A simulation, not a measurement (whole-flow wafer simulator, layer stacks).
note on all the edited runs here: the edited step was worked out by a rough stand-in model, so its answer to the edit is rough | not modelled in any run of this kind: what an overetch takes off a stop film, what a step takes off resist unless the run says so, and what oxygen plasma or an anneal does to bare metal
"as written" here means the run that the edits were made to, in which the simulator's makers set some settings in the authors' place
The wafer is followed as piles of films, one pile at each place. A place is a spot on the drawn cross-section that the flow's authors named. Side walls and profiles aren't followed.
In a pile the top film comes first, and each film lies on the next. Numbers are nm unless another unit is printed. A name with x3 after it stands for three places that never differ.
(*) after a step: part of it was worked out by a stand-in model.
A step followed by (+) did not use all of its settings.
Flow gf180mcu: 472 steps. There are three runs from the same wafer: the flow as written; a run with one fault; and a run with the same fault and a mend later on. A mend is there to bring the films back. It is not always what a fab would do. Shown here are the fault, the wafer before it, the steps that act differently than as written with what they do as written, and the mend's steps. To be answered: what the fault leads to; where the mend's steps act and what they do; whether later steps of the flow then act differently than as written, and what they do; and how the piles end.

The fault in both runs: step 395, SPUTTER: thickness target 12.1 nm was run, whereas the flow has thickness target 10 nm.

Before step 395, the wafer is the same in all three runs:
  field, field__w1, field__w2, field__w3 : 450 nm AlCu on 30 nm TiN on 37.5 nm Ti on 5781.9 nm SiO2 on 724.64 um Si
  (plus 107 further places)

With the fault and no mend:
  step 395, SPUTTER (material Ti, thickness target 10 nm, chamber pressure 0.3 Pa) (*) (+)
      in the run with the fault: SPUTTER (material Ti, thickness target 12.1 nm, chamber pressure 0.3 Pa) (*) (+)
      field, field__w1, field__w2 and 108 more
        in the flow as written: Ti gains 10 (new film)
        in the run with the fault: Ti gains 12.1 (new film)
  Steps further on in the flow that do not act as written (2 other steps are not shown; they differ only slightly, by no more than 2% or 0.5 nm, whichever is larger):
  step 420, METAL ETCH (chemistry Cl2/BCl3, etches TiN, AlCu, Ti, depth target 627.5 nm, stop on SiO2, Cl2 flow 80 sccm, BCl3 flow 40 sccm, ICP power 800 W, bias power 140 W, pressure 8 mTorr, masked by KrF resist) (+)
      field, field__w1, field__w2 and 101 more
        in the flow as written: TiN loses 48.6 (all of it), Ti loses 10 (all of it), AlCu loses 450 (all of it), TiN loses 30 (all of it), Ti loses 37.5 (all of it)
        in the run with the fault: TiN loses 48.6 (all of it), Ti loses 12.1 (all of it), AlCu loses 450 (all of it), TiN loses 30 (all of it), Ti loses 37.5 (all of it)
  At field__w4, field__w8, contact, m1, m1__w1, mim, mim_1p0, m1_nw, the piles at the end differ from the flow's by more than 2% or 0.5 nm, whichever is larger.
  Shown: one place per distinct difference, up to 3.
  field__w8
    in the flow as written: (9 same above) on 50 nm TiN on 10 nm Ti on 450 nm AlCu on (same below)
    in the run with the fault: (9 same above) on 50 nm TiN on 12.1 nm Ti on 450 nm AlCu on (same below)
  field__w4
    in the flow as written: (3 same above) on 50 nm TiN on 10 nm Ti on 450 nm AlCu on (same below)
    in the run with the fault: (3 same above) on 50 nm TiN on 12.1 nm Ti on 450 nm AlCu on (same below)
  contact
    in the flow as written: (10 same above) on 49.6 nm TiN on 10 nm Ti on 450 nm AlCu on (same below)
    in the run with the fault: (10 same above) on 49.6 nm TiN on 12.1 nm Ti on 450 nm AlCu on (same below)

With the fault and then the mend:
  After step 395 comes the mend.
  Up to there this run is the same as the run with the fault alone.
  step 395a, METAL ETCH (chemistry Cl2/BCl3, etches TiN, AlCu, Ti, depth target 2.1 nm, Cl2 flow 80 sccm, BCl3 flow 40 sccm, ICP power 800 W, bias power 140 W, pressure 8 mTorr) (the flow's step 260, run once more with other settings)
      field, field__w1, field__w2 and 108 more
        Ti loses 2.1
  Every later step of the flow that is run acts as written at every place that is followed.
  The piles end the same as the flow's at every place that both follow.
